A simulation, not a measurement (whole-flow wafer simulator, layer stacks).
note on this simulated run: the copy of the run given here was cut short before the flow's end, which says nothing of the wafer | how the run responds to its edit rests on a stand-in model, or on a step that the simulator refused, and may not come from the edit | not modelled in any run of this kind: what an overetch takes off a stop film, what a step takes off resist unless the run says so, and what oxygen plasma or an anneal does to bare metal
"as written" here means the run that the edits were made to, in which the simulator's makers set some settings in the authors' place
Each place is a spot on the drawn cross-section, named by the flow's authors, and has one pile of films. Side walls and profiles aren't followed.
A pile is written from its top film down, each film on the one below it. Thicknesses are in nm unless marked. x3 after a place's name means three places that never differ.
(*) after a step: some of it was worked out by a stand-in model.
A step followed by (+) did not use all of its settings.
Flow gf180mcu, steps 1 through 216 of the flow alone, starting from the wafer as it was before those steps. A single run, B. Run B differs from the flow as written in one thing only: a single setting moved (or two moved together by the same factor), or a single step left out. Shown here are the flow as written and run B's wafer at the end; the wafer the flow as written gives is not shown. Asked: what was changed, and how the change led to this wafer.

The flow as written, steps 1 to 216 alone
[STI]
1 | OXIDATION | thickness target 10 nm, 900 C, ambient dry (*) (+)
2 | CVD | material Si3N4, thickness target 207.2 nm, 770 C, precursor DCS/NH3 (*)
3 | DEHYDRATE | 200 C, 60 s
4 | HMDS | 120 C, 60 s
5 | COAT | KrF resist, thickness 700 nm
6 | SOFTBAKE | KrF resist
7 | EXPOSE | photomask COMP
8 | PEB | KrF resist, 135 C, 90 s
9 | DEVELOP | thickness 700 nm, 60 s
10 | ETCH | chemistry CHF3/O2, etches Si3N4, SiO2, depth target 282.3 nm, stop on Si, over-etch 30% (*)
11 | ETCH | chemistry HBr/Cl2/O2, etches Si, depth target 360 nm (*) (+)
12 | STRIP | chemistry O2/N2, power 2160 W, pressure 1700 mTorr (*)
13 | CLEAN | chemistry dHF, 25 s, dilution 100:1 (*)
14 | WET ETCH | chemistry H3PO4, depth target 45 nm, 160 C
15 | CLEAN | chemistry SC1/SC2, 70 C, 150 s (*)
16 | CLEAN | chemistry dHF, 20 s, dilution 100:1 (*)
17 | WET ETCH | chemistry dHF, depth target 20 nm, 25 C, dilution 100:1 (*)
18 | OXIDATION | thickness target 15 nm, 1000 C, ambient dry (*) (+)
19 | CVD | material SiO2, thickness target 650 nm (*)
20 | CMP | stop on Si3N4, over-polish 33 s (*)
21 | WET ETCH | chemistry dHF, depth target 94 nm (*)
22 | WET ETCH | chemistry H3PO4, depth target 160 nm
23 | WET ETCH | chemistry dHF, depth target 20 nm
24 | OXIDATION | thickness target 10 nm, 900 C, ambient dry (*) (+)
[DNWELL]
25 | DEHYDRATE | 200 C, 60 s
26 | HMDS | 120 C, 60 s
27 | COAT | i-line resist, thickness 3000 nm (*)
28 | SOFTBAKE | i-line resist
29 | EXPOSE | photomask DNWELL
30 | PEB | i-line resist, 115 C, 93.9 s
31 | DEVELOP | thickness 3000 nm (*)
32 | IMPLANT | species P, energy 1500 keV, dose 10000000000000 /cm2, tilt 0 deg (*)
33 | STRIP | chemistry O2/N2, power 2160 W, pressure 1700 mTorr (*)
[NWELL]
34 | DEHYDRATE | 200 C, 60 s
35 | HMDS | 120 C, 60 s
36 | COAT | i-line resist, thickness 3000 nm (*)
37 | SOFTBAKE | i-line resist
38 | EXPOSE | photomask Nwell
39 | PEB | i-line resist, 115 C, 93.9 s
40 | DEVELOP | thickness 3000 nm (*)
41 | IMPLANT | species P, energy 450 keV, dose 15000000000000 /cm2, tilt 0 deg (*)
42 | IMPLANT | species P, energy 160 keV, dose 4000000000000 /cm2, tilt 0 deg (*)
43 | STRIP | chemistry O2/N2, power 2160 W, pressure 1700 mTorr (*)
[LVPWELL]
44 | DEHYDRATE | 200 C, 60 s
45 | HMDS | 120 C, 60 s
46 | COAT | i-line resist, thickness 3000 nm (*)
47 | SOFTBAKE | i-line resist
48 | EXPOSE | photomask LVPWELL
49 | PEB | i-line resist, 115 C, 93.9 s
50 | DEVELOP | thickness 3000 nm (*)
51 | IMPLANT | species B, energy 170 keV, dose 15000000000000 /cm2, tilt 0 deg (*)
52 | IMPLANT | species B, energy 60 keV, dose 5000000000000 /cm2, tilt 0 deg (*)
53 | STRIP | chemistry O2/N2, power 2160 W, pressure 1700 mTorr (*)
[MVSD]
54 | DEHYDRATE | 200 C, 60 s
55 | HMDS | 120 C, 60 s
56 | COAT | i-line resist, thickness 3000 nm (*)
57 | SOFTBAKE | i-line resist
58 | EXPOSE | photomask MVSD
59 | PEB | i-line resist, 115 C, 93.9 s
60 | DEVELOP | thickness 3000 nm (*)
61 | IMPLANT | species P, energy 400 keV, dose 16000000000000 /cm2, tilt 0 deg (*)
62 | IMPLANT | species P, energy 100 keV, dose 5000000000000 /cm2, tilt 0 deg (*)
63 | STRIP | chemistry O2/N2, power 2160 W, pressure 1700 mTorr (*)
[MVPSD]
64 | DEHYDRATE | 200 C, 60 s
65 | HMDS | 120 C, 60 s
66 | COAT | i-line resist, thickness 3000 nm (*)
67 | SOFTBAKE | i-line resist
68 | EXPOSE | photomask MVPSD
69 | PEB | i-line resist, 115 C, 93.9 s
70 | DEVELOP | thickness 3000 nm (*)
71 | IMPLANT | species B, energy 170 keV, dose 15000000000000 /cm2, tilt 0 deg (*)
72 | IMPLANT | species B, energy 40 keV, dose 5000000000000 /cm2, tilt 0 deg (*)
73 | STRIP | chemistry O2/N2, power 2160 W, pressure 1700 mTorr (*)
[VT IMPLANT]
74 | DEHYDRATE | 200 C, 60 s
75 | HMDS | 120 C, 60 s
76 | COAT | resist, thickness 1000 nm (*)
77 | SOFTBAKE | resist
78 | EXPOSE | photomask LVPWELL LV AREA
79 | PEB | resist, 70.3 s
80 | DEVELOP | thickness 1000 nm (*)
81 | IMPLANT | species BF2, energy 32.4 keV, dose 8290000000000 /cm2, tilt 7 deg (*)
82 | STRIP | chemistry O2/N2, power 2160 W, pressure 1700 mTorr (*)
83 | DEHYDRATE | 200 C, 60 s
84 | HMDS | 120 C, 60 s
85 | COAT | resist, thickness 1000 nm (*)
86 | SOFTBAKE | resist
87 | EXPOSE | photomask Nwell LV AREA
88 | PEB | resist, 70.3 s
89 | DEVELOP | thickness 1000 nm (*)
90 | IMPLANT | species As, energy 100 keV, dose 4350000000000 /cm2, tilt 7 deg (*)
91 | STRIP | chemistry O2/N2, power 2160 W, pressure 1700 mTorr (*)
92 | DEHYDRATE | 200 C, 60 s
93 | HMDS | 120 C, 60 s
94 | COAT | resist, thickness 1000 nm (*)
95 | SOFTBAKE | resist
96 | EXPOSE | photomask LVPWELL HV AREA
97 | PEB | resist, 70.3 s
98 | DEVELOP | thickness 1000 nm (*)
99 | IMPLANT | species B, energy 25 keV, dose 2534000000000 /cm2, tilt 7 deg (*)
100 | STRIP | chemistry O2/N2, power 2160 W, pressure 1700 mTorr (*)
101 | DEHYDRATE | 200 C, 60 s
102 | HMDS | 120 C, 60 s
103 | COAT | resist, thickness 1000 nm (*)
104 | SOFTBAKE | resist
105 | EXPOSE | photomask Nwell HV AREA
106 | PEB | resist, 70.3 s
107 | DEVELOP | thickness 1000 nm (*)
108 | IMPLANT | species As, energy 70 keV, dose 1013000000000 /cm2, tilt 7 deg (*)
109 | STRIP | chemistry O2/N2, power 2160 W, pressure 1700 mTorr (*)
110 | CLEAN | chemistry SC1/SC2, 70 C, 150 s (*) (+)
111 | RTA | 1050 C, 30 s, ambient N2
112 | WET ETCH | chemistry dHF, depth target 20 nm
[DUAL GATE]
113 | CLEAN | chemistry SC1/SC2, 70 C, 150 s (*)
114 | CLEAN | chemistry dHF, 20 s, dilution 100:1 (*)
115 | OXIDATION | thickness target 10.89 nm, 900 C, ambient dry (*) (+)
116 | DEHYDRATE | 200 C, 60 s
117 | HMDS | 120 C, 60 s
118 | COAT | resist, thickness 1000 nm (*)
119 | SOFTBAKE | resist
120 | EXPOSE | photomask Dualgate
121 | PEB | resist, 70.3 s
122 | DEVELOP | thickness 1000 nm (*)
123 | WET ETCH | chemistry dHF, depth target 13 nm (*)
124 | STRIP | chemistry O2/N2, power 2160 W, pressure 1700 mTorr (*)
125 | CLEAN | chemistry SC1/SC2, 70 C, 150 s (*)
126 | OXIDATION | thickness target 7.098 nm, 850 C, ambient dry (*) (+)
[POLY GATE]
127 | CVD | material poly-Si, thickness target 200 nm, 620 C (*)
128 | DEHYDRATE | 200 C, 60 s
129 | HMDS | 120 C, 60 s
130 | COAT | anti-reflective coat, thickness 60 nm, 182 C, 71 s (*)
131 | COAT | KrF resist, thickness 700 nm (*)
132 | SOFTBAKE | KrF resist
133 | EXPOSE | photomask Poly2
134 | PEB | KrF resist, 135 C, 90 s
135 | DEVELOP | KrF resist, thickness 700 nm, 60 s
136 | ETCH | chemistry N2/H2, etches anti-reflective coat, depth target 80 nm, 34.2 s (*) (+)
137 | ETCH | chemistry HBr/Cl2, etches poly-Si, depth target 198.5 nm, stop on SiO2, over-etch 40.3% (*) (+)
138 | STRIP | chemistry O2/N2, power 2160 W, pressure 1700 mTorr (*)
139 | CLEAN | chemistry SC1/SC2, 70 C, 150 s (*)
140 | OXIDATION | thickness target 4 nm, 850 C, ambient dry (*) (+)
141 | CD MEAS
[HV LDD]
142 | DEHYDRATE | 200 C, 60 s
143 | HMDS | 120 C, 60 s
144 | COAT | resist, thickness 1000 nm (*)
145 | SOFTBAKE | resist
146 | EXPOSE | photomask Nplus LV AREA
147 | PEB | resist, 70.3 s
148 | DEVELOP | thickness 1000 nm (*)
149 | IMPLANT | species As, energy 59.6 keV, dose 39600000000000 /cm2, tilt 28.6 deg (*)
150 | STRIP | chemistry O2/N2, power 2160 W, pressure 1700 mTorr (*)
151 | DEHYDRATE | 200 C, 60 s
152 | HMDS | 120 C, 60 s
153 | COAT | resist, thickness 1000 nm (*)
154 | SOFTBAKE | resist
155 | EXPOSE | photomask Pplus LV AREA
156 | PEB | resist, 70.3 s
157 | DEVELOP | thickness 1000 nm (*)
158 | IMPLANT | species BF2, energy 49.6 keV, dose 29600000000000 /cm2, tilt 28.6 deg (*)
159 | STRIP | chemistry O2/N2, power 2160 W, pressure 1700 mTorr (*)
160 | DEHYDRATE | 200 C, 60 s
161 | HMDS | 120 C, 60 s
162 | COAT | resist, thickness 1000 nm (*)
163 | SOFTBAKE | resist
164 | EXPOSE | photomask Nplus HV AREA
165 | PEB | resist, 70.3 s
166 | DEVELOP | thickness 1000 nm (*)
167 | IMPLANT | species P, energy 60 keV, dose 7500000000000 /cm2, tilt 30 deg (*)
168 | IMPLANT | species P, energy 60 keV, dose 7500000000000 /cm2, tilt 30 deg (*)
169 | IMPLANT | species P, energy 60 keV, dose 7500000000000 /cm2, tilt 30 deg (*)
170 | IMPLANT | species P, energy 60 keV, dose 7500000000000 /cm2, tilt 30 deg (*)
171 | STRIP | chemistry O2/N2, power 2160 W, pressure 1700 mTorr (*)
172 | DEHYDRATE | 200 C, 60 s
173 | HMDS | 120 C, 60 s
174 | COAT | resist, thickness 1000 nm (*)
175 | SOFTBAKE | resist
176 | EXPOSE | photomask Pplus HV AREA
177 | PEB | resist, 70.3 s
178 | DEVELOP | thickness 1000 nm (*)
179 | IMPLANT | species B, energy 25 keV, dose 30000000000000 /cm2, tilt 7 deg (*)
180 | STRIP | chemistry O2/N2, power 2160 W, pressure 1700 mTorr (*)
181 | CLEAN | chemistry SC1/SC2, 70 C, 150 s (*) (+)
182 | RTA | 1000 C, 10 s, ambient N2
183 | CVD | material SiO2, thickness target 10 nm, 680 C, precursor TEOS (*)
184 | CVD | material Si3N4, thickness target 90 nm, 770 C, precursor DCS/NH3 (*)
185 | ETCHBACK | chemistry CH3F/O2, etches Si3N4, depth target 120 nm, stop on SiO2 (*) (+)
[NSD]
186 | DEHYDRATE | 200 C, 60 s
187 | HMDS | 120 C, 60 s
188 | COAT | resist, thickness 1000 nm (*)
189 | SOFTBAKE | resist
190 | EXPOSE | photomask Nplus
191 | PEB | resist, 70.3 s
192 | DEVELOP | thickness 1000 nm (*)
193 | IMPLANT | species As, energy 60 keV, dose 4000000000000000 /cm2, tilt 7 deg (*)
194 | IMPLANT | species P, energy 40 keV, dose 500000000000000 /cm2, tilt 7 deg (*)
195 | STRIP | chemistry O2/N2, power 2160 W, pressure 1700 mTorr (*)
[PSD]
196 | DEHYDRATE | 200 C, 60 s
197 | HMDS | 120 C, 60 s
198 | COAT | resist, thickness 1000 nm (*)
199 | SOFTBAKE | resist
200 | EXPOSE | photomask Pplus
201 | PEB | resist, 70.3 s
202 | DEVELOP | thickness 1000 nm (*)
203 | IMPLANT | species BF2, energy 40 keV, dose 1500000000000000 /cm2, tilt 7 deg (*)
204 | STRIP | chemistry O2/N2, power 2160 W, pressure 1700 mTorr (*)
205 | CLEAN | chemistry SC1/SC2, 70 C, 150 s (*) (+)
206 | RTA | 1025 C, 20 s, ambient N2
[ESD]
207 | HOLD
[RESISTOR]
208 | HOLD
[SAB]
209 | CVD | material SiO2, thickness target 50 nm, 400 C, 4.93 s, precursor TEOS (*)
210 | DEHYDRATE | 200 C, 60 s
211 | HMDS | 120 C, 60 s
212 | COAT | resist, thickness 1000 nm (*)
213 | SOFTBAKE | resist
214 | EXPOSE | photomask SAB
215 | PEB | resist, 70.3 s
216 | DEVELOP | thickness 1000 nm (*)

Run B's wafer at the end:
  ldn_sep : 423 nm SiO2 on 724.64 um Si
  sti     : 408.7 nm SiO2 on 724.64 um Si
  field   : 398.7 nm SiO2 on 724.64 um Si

Cause: step 23, WET ETCH: depth target 31.5 nm was run, while the flow as written has depth target 20 nm.

The path from the change to this, step by step:
  23 | WET ETCH | chemistry dHF, depth target 20 nm
      field, field_sub, sti and 29 more: SiO2 loses 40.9 (it would be, as written: SiO2 loses 26)
      mim, npoly_u, ppoly_u, nw_enc_fld, nw_enc_fld_lv: SiO2 loses 41 (it would be, as written: SiO2 loses 26)
  28 | SOFTBAKE | i-line resist
      nw_enc_fld: i-line resist gains 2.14 (it would be, as written: i-line resist loses 1.36)
      ldn_fp, ldn_drn: i-line resist gains 3.05 (it would be, as written: i-line resist gains 4.83)
      (as well as at 44 more places)
  37 | SOFTBAKE | i-line resist
      nw_enc_fld: i-line resist gains 2.14 (it would be, as written: i-line resist loses 1.36)
      ldn_fp, ldn_drn: i-line resist gains 3.05 (it would be, as written: i-line resist gains 4.83)
      (as well as at 44 more places)
  47 | SOFTBAKE | i-line resist
      nw_enc_fld: i-line resist gains 2.14 (it would be, as written: i-line resist loses 1.36)
      ldn_fp, ldn_drn: i-line resist gains 3.05 (it would be, as written: i-line resist gains 4.83)
      (as well as at 44 more places)
  57 | SOFTBAKE | i-line resist
      nw_enc_fld: i-line resist gains 2.14 (it would be, as written: i-line resist loses 1.36)
      ldn_fp, ldn_drn: i-line resist gains 3.05 (it would be, as written: i-line resist gains 4.83)
      (as well as at 44 more places)
  67 | SOFTBAKE | i-line resist
      nw_enc_fld: i-line resist gains 2.14 (it would be, as written: i-line resist loses 1.36)
      ldn_fp, ldn_drn: i-line resist gains 3.05 (it would be, as written: i-line resist gains 4.83)
      (as well as at 44 more places)
  77 | SOFTBAKE | resist
      field_sub__w2: resist loses 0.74 (it would be, as written: resist loses 1.34)
      contact: resist loses 0.63 (it would be, as written: resist loses 1.15)
      (as well as at 8 more places)
  86 | SOFTBAKE | resist
      field_sub__w2: resist loses 0.74 (it would be, as written: resist loses 1.34)
      contact: resist loses 0.63 (it would be, as written: resist loses 1.15)
      (as well as at 8 more places)
  95 | SOFTBAKE | resist
      field_sub__w2: resist loses 0.74 (it would be, as written: resist loses 1.34)
      contact: resist loses 0.63 (it would be, as written: resist loses 1.15)
      (as well as at 8 more places)
  104 | SOFTBAKE | resist
      field_sub__w2: resist loses 0.74 (it would be, as written: resist loses 1.34)
      contact: resist loses 0.63 (it would be, as written: resist loses 1.15)
      (as well as at 8 more places)
  119 | SOFTBAKE | resist
      field: resist gains 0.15 (it would be, as written: resist loses 0.37)
      field_sub: nothing (it would be, as written: resist loses 0.73)
      (as well as at 8 more places)
  130 | COAT | anti-reflective coat, thickness 60 nm, 182 C, 71 s (*)
      p_well, spacer, sd_n: anti-reflective coat gains 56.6 (new film) (it would be, as written: anti-reflective coat gains 70.9 (new film))
      ldn_ch, ldp_ch: anti-reflective coat gains 61.7 (new film) (it would be, as written: anti-reflective coat gains 66.7 (new film))
      (as well as at 72 more places)
  136 | ETCH | chemistry N2/H2, etches anti-reflective coat, depth target 80 nm, 34.2 s (*) (+)
      p_well, spacer, sd_n: anti-reflective coat loses 56.6 (all of it), poly-Si loses 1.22 (it would be, as written: anti-reflective coat loses 70.9 (all of it), poly-Si loses 0.85)
      ldn_dft, ldp_dft: anti-reflective coat loses 56.7 (all of it), poly-Si loses 1.21 (it would be, as written: anti-reflective coat loses 48.7 (all of it), poly-Si loses 1.42)
      (as well as at 50 more places)
  138 | STRIP | chemistry O2/N2, power 2160 W, pressure 1700 mTorr (*)
      gate: chemical SiO2 gains 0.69 (new film), KrF resist loses 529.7 (all of it), anti-reflective coat loses 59 (all of it), poly-Si loses 0.3 (it would be, as written: chemical SiO2 gains 0.68 (new film), KrF resist loses 531.7 (all of it), anti-reflective coat loses 65.5 (all of it), poly-Si loses 0.3)
      gate_hv: chemical SiO2 gains 0.69 (new film), KrF resist loses 524.5 (all of it), anti-reflective coat loses 58.9 (all of it), poly-Si loses 0.3 (it would be, as written: chemical SiO2 gains 0.68 (new film), KrF resist loses 528.4 (all of it), anti-reflective coat loses 61 (all of it), poly-Si loses 0.3)
      (as well as at 20 more places)
  144 | COAT | resist, thickness 1000 nm (*)
      field__w6: resist gains 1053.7 (new film) (it would be, as written: resist gains 1022.5 (new film))
  145 | SOFTBAKE | resist
      field: resist gains 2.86 (it would be, as written: resist loses 0.3)
      nw_enc_fld_lv__w3: resist loses 1 (it would be, as written: resist gains 2.63)
      (as well as at 11 more places)
  ... 16 other steps ...
  213 | SOFTBAKE | resist
      nw_enc_fld_lv__w3: resist loses 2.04 (it would be, as written: resist gains 1.83)
      iso_ptap_sub: resist loses 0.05 (it would be, as written: resist gains 0.66)
      (as well as at 12 more places)
